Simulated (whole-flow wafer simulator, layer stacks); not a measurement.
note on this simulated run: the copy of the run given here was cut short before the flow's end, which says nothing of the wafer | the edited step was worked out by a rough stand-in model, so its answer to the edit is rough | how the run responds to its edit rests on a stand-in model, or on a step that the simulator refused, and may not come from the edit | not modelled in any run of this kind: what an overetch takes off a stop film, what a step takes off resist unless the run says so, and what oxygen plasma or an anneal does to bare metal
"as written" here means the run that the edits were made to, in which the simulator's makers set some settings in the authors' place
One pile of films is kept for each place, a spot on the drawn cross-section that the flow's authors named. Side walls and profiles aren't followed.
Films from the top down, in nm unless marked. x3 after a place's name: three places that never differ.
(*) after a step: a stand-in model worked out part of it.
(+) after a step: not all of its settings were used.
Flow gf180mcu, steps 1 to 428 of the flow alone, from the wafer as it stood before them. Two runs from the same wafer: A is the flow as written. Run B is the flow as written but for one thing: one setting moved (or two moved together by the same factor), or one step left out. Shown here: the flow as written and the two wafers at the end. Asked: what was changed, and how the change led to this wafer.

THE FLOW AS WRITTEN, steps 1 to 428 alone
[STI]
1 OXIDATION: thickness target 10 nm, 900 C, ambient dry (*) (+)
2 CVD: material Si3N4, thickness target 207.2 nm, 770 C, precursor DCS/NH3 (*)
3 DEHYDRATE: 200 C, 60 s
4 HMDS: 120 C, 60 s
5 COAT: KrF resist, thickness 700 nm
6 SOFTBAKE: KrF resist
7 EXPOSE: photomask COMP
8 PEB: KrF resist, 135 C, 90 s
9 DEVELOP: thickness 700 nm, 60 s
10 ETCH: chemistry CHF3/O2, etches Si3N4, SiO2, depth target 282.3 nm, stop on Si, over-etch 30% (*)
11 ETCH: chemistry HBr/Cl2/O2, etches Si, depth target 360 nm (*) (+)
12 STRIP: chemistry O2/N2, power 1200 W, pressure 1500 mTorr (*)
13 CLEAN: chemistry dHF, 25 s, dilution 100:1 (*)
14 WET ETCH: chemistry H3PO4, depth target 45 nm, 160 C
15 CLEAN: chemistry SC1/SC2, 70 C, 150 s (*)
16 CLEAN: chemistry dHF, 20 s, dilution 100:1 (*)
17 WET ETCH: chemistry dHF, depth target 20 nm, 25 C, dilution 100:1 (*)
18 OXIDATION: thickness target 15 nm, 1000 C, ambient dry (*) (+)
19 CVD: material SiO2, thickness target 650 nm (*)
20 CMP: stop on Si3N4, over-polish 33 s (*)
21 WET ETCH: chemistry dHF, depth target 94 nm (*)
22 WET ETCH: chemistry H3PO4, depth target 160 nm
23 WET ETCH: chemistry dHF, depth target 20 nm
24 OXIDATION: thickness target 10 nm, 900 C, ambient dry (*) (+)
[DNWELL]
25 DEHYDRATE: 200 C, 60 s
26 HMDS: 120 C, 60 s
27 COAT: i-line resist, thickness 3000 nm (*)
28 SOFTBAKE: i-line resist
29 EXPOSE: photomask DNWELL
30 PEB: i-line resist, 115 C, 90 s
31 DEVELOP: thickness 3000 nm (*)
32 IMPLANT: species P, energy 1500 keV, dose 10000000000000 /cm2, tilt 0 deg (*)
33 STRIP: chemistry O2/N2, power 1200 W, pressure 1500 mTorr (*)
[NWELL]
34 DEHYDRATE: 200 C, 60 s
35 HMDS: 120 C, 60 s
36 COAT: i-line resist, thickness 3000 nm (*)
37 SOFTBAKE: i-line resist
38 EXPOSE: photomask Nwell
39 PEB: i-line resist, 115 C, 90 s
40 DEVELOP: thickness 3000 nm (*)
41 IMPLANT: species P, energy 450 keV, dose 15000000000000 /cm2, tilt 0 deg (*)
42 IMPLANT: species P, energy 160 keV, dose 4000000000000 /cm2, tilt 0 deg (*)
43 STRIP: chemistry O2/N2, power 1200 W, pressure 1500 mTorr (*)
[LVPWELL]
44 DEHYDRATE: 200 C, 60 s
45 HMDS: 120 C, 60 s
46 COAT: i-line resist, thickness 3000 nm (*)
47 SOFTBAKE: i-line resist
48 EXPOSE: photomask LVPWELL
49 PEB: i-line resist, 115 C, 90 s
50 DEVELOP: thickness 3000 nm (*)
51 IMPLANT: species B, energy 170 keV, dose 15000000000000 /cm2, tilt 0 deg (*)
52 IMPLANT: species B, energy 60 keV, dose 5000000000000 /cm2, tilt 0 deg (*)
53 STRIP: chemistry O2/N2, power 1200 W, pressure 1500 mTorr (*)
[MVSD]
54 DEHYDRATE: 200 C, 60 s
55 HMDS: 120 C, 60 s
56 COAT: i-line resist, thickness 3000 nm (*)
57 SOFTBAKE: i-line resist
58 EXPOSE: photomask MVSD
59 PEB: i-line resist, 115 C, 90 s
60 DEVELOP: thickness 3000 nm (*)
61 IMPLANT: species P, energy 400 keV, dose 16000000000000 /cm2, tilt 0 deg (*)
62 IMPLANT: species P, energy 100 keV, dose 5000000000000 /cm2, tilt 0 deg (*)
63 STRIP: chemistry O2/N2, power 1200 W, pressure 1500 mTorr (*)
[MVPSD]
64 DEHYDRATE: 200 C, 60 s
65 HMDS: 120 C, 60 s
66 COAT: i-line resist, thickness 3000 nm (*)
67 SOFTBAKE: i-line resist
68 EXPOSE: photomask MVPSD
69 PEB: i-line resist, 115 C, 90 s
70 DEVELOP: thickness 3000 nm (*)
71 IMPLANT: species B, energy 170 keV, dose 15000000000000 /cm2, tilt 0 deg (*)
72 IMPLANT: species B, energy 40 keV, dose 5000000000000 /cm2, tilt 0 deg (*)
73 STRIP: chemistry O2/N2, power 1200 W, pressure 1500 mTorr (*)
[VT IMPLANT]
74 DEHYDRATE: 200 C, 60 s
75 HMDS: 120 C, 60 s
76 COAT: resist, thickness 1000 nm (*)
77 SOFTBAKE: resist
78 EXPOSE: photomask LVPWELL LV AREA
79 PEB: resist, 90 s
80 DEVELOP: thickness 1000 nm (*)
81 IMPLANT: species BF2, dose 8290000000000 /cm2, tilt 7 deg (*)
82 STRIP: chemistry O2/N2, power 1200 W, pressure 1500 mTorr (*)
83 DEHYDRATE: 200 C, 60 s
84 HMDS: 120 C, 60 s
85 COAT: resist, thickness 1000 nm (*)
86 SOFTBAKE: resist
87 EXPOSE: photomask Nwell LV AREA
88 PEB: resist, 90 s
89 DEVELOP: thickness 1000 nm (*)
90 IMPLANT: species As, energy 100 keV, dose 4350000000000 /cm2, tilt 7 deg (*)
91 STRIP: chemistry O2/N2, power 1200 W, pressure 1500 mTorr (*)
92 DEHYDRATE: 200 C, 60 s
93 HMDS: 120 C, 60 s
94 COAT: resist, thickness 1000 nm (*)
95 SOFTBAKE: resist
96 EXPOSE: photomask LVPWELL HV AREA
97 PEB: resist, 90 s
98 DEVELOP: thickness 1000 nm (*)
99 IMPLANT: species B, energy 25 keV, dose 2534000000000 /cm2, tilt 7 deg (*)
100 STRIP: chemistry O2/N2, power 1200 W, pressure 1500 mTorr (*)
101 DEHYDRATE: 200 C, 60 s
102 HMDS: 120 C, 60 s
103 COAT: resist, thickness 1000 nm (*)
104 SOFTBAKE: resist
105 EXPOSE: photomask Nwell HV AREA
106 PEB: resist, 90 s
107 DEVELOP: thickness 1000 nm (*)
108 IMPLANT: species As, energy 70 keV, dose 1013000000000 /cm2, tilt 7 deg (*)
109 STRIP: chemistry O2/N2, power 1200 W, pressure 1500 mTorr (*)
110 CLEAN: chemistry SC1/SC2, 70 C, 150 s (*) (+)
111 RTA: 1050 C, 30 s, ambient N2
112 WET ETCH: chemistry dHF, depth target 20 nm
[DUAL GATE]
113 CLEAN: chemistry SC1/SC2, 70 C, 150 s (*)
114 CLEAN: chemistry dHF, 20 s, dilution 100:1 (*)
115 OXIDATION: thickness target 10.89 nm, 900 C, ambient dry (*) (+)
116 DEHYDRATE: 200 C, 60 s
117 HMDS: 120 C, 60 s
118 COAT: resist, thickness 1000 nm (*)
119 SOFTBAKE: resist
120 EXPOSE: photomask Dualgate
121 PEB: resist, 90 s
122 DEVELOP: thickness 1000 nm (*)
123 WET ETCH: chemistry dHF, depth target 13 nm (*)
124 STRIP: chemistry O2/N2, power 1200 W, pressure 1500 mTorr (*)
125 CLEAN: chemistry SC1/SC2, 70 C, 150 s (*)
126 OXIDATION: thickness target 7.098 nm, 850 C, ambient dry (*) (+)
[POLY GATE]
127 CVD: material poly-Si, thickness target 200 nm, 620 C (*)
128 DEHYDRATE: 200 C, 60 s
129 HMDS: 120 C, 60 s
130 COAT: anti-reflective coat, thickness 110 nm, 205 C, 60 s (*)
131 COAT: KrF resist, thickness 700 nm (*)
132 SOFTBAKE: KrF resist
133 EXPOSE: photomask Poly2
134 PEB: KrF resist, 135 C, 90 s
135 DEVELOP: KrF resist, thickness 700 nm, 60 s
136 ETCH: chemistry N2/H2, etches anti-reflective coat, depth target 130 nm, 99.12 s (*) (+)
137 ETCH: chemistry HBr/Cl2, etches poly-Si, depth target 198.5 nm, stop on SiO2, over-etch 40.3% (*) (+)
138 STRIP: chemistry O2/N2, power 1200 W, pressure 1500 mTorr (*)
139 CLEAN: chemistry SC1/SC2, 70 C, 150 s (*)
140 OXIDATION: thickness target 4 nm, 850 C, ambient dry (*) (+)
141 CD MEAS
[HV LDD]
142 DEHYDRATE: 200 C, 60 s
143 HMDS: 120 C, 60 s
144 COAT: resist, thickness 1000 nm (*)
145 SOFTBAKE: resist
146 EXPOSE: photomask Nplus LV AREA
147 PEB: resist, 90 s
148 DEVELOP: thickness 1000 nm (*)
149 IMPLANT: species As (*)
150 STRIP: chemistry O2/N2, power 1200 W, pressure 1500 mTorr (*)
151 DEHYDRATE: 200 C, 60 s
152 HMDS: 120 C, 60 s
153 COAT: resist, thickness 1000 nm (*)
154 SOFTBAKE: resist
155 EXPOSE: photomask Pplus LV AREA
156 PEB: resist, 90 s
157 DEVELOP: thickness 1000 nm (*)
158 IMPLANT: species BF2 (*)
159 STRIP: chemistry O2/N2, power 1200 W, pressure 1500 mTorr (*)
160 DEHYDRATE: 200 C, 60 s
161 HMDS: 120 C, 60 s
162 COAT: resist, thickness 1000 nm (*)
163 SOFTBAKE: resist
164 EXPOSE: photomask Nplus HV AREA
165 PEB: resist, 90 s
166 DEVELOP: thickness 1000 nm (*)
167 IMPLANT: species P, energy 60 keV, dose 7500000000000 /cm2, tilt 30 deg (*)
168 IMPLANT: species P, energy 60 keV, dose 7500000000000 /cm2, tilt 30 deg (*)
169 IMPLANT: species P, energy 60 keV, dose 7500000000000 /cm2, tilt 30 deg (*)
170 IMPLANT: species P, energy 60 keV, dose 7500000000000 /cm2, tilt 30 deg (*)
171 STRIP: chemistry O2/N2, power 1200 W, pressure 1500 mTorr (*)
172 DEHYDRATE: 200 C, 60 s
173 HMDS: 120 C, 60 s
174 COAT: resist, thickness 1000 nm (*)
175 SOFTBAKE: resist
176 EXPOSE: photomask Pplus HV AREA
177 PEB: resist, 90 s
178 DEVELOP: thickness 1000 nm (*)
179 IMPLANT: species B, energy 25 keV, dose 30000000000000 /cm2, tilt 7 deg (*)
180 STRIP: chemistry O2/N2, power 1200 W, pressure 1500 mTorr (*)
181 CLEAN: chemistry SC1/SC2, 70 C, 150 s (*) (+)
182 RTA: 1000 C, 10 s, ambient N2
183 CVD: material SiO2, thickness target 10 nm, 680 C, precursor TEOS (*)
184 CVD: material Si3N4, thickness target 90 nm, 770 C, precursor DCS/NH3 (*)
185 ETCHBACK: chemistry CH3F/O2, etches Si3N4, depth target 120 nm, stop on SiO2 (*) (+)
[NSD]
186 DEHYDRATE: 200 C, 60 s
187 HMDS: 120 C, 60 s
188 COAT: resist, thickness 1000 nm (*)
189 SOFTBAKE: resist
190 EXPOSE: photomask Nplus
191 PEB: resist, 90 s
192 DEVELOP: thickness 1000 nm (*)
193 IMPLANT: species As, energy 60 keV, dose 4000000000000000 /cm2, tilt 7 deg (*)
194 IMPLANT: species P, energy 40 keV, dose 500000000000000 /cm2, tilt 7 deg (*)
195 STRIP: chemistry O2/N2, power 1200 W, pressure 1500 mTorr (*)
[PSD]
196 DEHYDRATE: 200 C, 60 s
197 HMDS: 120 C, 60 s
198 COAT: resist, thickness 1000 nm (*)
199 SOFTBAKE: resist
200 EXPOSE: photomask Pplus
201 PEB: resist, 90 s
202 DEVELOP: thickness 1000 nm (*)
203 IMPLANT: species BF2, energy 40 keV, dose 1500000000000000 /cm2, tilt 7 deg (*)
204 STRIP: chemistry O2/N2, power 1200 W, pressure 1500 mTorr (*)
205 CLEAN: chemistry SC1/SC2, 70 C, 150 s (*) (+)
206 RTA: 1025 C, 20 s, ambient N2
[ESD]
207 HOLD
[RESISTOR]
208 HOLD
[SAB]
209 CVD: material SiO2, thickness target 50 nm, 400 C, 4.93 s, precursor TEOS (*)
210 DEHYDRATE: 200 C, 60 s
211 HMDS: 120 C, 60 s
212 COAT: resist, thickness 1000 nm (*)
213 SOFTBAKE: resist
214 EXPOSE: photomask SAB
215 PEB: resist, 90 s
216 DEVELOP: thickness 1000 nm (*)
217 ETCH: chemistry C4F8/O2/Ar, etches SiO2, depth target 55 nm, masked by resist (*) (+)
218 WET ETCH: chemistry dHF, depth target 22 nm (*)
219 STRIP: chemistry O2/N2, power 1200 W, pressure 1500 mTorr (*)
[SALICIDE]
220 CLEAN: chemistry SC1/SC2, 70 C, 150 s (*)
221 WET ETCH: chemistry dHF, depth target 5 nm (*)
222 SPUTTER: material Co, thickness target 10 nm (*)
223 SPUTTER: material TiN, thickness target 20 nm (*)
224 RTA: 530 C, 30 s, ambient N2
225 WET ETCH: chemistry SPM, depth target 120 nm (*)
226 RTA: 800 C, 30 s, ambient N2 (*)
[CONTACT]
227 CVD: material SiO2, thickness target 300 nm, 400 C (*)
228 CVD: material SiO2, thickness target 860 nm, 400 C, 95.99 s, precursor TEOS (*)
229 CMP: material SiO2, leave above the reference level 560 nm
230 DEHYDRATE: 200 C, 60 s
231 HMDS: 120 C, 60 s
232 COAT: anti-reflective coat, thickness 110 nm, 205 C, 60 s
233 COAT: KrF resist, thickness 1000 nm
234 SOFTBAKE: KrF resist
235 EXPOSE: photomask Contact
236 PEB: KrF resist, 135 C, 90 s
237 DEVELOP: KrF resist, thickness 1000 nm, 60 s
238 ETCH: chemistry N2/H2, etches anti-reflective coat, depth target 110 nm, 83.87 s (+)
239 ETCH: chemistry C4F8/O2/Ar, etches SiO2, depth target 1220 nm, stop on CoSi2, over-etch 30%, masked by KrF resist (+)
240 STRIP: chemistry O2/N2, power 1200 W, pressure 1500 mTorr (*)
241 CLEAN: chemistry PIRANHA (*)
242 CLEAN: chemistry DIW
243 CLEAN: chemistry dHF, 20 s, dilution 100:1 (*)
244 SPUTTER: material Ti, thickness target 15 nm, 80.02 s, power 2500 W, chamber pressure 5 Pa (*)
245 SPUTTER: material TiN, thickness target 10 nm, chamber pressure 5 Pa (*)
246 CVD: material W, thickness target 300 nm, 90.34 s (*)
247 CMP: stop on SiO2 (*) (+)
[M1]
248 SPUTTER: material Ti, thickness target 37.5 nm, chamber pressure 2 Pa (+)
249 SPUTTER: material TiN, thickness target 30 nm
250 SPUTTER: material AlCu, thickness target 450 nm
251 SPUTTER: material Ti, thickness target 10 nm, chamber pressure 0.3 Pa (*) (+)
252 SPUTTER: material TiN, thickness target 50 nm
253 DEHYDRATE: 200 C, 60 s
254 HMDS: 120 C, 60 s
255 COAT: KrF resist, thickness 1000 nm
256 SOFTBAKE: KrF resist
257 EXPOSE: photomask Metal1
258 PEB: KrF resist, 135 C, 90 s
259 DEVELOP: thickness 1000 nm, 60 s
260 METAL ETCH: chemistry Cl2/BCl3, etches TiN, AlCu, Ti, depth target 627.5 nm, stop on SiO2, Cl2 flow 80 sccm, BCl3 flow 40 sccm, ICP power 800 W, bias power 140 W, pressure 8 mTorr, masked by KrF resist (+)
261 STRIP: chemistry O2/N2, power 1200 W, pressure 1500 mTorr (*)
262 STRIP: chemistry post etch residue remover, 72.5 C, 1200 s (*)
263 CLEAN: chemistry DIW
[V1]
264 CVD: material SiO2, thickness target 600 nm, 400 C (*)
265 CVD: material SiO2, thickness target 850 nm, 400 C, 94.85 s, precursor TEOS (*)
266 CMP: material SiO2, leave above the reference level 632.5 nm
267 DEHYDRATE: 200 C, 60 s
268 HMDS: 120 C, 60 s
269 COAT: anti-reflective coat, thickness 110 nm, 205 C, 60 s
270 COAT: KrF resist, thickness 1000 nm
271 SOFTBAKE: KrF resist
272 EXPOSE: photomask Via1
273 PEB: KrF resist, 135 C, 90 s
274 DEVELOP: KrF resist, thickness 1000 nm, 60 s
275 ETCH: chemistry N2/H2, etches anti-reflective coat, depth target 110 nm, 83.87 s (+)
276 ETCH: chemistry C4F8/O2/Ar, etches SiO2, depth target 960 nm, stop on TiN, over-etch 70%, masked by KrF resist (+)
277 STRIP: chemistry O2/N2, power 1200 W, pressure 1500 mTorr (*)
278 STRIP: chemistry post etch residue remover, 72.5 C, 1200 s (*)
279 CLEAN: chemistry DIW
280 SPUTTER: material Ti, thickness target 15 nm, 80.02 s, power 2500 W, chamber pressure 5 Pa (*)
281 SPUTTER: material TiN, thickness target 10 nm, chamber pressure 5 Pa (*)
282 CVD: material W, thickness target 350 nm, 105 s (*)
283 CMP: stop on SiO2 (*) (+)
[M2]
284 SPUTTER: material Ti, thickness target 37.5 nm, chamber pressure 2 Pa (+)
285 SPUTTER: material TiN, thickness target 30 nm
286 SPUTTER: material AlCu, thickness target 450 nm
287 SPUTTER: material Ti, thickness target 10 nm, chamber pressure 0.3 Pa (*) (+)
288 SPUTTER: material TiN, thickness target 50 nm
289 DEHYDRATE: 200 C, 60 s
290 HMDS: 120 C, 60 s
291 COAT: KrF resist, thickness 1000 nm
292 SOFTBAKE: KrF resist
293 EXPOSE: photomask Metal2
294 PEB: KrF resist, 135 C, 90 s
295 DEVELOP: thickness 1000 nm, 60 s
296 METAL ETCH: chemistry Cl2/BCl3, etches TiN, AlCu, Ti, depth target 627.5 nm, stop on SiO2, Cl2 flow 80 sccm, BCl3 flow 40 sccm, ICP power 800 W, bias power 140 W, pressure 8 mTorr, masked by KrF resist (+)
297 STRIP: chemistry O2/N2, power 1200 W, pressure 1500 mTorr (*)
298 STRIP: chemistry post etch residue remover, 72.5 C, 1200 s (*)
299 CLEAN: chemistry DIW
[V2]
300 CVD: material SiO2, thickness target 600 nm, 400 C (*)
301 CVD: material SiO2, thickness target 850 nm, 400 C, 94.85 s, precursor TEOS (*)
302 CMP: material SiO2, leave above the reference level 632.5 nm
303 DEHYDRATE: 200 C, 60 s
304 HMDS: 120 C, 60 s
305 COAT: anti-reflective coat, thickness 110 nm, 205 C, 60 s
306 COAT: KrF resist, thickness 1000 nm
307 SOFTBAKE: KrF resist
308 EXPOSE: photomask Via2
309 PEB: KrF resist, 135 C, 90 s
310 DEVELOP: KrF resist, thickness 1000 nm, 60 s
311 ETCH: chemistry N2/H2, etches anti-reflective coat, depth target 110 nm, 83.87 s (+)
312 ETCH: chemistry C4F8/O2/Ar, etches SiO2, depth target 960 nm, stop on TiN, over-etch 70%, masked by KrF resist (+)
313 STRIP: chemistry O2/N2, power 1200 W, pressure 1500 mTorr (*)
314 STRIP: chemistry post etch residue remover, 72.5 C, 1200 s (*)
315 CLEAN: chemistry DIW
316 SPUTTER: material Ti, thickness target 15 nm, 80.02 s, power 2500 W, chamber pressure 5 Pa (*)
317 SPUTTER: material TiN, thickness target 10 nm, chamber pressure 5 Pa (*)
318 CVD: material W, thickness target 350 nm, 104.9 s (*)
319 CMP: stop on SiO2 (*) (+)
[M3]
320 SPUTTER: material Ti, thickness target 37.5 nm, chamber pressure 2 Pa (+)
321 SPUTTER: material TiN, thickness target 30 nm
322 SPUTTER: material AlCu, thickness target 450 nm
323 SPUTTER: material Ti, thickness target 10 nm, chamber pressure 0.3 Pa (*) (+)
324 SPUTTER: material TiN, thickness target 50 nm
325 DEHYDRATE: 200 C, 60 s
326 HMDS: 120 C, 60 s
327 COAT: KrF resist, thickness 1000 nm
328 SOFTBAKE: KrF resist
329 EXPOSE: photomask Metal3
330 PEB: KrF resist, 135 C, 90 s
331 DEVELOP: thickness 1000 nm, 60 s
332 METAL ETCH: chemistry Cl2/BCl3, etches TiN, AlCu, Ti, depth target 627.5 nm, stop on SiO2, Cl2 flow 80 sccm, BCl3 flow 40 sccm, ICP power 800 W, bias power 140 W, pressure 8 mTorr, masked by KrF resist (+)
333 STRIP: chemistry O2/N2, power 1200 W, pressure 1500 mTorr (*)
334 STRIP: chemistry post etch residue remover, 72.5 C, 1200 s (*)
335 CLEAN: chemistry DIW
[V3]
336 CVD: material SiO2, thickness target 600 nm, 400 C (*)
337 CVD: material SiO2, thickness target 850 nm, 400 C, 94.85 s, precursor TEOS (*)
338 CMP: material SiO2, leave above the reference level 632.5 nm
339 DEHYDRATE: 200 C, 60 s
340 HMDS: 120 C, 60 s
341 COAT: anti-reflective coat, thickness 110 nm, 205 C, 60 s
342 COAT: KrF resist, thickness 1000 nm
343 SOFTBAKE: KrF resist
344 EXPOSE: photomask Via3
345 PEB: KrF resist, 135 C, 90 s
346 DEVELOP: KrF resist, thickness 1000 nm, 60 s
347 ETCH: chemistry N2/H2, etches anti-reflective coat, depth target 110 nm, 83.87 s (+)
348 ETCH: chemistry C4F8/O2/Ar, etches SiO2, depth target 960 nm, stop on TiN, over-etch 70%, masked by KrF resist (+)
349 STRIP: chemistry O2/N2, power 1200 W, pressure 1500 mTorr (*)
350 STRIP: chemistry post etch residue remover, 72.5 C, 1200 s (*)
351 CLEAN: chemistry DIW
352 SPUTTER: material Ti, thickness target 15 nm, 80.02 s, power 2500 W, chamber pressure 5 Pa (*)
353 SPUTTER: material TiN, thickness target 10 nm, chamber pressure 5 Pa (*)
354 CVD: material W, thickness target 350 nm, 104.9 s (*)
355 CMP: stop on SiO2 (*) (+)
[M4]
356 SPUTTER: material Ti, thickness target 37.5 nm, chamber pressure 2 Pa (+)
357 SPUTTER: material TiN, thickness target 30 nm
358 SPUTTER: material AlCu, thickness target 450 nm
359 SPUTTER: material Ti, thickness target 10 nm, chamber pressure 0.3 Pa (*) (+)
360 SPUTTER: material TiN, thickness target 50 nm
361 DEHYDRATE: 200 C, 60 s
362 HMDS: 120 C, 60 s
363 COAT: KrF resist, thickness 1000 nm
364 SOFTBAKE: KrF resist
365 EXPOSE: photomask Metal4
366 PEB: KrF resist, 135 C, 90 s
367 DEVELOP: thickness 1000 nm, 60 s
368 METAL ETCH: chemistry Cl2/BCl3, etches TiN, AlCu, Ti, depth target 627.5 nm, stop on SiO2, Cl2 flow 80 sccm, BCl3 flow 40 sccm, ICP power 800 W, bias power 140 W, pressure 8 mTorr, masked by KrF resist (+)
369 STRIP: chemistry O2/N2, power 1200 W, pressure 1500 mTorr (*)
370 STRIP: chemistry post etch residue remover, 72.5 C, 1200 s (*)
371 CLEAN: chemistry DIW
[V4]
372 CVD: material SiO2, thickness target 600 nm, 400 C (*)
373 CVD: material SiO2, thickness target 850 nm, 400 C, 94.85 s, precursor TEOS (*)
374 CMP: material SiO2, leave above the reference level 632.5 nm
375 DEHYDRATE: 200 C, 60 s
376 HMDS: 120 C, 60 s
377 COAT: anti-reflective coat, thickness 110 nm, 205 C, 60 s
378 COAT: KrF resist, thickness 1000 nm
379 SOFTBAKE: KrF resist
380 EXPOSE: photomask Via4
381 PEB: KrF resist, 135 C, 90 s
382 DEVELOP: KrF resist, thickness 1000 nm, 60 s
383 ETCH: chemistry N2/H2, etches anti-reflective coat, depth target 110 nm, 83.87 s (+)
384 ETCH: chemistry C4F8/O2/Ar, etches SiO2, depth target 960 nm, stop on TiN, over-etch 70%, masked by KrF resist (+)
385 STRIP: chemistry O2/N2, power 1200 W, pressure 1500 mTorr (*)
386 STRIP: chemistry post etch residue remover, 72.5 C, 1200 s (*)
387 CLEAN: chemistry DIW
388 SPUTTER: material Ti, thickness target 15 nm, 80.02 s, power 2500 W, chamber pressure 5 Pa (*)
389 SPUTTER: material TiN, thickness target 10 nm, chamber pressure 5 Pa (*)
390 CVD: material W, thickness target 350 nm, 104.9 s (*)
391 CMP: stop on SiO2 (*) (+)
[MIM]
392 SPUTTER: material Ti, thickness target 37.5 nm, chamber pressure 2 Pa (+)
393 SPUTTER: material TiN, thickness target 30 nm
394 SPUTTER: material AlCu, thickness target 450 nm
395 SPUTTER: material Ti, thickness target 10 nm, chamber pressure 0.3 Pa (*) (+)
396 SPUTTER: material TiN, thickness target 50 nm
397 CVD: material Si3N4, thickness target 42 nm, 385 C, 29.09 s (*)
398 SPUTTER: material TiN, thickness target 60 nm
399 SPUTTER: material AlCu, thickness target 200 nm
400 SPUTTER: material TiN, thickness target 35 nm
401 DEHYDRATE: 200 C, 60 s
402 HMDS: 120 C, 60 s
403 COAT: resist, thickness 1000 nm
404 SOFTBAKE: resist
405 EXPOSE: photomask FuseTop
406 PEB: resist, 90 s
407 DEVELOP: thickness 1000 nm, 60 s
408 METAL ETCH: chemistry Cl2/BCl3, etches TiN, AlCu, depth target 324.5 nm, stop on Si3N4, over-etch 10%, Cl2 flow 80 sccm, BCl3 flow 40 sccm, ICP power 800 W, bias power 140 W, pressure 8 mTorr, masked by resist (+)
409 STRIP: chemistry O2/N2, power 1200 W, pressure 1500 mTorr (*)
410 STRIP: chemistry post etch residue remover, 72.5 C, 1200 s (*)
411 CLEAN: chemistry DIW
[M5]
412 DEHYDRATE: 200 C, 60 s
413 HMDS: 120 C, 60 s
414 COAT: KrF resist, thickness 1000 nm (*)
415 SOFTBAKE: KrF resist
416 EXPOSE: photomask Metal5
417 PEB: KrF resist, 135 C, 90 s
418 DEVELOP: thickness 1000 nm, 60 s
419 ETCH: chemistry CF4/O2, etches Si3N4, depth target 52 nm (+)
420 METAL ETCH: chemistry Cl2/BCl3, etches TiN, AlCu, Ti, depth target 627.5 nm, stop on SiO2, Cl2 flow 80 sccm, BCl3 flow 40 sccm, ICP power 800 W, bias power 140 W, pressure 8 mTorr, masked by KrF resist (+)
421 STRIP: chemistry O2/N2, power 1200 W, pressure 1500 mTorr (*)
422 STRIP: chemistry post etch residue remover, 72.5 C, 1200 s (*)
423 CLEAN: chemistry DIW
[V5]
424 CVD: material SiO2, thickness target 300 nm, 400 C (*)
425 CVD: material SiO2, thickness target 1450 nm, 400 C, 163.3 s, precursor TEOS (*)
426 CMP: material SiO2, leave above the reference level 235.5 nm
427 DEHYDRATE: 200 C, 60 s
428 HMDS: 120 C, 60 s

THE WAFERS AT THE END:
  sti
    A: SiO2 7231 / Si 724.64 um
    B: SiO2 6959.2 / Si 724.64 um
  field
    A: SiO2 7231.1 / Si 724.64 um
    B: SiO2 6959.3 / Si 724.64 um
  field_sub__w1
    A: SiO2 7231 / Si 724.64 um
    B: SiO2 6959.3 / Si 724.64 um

The cause: step 425, CVD: 97.97 s was run, where the flow has 163.3 s.

How the change led to this, step by step:
  425 CVD: material SiO2, thickness target 1450 nm, 400 C, 163.3 s, precursor TEOS (*)
      field, field__w1, field__w4 and 100 more: A SiO2 +1450 | B SiO2 +877.4
      field__w2, field__w3, field__w12 and 6 more: A SiO2 +1421.8 | B SiO2 +860.9
  426 CMP: material SiO2, leave above the reference level 235.5 nm
      field, field__w1, field__w5 and 92 more: A SiO2 -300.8 | B nothing
      field__w2, field__w3, field__w12 and 6 more: A SiO2 -272.7 | B nothing
      (and at 8 more places)
